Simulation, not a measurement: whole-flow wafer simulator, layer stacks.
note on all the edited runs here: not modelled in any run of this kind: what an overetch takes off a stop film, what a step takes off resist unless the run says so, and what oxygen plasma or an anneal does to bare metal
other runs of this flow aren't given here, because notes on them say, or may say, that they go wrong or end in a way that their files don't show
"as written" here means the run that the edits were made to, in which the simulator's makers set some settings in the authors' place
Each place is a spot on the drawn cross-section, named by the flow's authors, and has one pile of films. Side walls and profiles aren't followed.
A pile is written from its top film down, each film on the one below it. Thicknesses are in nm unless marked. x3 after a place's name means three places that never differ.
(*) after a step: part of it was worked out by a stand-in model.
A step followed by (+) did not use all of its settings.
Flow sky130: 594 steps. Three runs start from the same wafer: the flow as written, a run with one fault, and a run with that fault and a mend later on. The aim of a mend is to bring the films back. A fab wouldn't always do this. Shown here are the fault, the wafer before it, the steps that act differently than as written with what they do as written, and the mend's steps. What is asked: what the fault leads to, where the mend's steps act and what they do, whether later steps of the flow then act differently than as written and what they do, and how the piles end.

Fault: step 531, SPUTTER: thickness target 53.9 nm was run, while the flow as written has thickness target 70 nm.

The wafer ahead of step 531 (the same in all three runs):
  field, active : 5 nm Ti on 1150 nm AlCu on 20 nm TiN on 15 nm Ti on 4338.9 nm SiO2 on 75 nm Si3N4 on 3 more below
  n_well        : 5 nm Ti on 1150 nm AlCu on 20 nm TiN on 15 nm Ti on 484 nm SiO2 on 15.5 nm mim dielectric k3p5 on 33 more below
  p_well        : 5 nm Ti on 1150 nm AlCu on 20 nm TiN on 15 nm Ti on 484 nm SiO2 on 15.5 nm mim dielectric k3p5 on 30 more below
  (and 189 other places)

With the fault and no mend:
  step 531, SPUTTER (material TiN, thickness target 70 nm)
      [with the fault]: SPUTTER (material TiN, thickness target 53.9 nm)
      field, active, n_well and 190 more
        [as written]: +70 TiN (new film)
        [with the fault]: +53.9 TiN (new film)
  Steps further on in the flow that do not act as written (not shown: 18 more steps that differ only slightly, by at most 2% or 0.5 nm, whichever is larger):
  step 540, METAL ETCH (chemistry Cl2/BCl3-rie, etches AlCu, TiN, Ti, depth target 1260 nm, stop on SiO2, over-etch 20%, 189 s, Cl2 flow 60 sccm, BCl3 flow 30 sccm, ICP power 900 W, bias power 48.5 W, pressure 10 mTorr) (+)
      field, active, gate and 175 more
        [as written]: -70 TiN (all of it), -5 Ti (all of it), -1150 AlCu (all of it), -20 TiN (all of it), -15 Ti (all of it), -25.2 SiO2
        [with the fault]: -53.9 TiN (all of it), -5 Ti (all of it), -1150 AlCu (all of it), -20 TiN (all of it), -15 Ti (all of it), -26.8 SiO2
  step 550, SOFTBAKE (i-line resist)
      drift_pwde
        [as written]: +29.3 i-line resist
        [with the fault]: +28.7 i-line resist
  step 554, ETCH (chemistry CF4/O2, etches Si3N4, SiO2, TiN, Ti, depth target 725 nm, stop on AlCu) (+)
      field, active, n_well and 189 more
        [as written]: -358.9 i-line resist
        [with the fault]: -342.8 i-line resist
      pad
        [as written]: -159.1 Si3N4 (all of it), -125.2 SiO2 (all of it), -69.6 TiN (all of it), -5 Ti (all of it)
        [with the fault]: -159.1 Si3N4 (all of it), -125.2 SiO2 (all of it), -53.5 TiN (all of it), -5 Ti (all of it)
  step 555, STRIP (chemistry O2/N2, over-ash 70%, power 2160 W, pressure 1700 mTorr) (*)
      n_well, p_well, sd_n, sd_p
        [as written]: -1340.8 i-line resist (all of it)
        [with the fault]: -1371.1 i-line resist (all of it)
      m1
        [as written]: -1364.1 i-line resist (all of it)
        [with the fault]: -1394 i-line resist (all of it)
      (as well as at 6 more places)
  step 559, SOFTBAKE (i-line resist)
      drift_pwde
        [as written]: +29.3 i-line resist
        [with the fault]: +28.7 i-line resist
  By the end, the piles at n_well, p_well, sd_n and 11 more depart from the flow's by more than 2% or 0.5 nm, whichever is larger.
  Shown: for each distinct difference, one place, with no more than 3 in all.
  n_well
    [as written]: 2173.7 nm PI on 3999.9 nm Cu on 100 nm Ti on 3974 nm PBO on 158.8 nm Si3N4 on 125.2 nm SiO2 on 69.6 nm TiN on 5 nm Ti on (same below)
    [with the fault]: 2175.6 nm PI on 3999.9 nm Cu on 100 nm Ti on 3985.6 nm PBO on 158.8 nm Si3N4 on 125.2 nm SiO2 on 53.5 nm TiN on 5 nm Ti on (same below)
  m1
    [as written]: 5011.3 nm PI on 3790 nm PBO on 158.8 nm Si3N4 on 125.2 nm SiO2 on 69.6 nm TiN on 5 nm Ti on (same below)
    [with the fault]: 5012.1 nm PI on 3803.3 nm PBO on 158.8 nm Si3N4 on 125.2 nm SiO2 on 53.5 nm TiN on 5 nm Ti on (same below)
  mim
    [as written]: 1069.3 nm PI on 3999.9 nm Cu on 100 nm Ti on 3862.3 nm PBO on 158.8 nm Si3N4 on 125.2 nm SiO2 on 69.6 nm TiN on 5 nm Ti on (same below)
    [with the fault]: 1070.8 nm PI on 3999.9 nm Cu on 100 nm Ti on 3874.7 nm PBO on 158.8 nm Si3N4 on 125.2 nm SiO2 on 53.5 nm TiN on 5 nm Ti on (same below)

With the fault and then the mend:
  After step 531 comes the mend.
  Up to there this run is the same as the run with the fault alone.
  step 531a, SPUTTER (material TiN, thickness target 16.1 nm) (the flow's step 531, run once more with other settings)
      field, active, n_well and 190 more
        +16.1 TiN
  None of the later steps of the flow acts differently than as written at any place that is followed.
  By the end, the piles equal the flow's at every place that both follow.
